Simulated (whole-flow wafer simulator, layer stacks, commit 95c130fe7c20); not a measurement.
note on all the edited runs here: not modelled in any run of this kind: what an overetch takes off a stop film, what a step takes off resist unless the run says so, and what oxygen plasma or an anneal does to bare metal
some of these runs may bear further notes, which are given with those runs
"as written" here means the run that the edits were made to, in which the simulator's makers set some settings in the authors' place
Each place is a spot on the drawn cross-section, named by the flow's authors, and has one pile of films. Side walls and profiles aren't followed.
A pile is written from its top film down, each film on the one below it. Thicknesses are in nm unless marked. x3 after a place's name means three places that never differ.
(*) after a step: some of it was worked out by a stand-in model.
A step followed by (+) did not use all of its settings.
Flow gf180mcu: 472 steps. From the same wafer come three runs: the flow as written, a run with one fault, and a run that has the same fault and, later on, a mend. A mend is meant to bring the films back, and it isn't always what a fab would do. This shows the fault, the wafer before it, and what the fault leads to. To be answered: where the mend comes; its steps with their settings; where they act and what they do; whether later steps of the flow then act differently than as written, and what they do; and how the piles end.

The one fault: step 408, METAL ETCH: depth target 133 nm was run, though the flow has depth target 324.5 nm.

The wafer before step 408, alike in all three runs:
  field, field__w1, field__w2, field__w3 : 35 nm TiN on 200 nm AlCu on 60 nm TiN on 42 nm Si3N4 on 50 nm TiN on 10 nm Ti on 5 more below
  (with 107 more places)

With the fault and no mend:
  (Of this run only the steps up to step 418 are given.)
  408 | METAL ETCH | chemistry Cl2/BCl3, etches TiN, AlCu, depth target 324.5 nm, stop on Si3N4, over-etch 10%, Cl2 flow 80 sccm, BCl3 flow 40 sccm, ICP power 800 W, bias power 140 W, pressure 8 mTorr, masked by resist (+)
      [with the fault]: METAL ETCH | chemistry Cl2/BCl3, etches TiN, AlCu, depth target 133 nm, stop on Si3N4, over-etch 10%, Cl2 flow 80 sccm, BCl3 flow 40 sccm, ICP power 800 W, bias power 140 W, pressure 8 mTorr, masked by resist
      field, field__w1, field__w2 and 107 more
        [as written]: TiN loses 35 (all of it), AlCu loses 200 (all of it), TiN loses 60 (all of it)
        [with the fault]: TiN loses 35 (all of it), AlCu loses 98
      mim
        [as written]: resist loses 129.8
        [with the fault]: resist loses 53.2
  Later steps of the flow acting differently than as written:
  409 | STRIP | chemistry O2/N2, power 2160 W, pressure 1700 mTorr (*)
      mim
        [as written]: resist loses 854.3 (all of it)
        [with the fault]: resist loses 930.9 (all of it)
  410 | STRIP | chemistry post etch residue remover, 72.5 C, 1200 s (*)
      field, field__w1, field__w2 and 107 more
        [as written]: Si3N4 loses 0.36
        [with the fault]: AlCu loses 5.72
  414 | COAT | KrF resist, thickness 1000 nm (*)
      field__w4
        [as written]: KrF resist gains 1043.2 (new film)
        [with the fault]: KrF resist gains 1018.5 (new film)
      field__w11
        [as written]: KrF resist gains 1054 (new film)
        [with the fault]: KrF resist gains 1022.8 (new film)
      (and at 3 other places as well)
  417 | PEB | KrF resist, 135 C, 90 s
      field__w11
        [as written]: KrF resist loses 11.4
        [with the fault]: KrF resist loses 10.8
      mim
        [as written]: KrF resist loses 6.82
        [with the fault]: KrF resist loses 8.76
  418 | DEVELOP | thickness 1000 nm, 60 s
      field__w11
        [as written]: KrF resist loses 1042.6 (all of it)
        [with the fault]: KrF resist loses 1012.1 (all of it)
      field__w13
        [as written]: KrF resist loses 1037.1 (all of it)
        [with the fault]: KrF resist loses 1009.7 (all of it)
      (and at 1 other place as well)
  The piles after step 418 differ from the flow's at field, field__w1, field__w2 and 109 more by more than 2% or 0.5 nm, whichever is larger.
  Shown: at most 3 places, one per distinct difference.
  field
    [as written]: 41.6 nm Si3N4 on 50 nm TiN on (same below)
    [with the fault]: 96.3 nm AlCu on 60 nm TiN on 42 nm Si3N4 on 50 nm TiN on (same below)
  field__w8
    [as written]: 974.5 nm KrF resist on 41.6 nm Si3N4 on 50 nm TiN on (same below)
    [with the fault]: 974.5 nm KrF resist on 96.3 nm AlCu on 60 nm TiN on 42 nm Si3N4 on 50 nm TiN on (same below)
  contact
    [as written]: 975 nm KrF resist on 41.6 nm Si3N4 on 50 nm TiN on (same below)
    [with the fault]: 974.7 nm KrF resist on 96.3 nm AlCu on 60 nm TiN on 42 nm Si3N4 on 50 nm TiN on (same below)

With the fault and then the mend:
  After step 408 comes the mend.
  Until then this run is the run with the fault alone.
  408a | METAL ETCH | chemistry Cl2/BCl3, etches TiN, AlCu, depth target 191.5 nm, stop on Si3N4, over-etch 10%, Cl2 flow 80 sccm, BCl3 flow 40 sccm, ICP power 800 W, bias power 140 W, pressure 8 mTorr, masked by resist (+) (a further turn of the flow's step 408, with different settings)
      field, field__w1, field__w2 and 107 more
        AlCu loses 102 (all of it), TiN loses 60 (all of it)
      mim
        resist loses 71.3
  Later steps of the flow that are run all act as written at every place that is followed, up to a difference of at most 2% or 0.5 nm, whichever is larger.
  At every place that both follow, the piles at the end match the flow's.
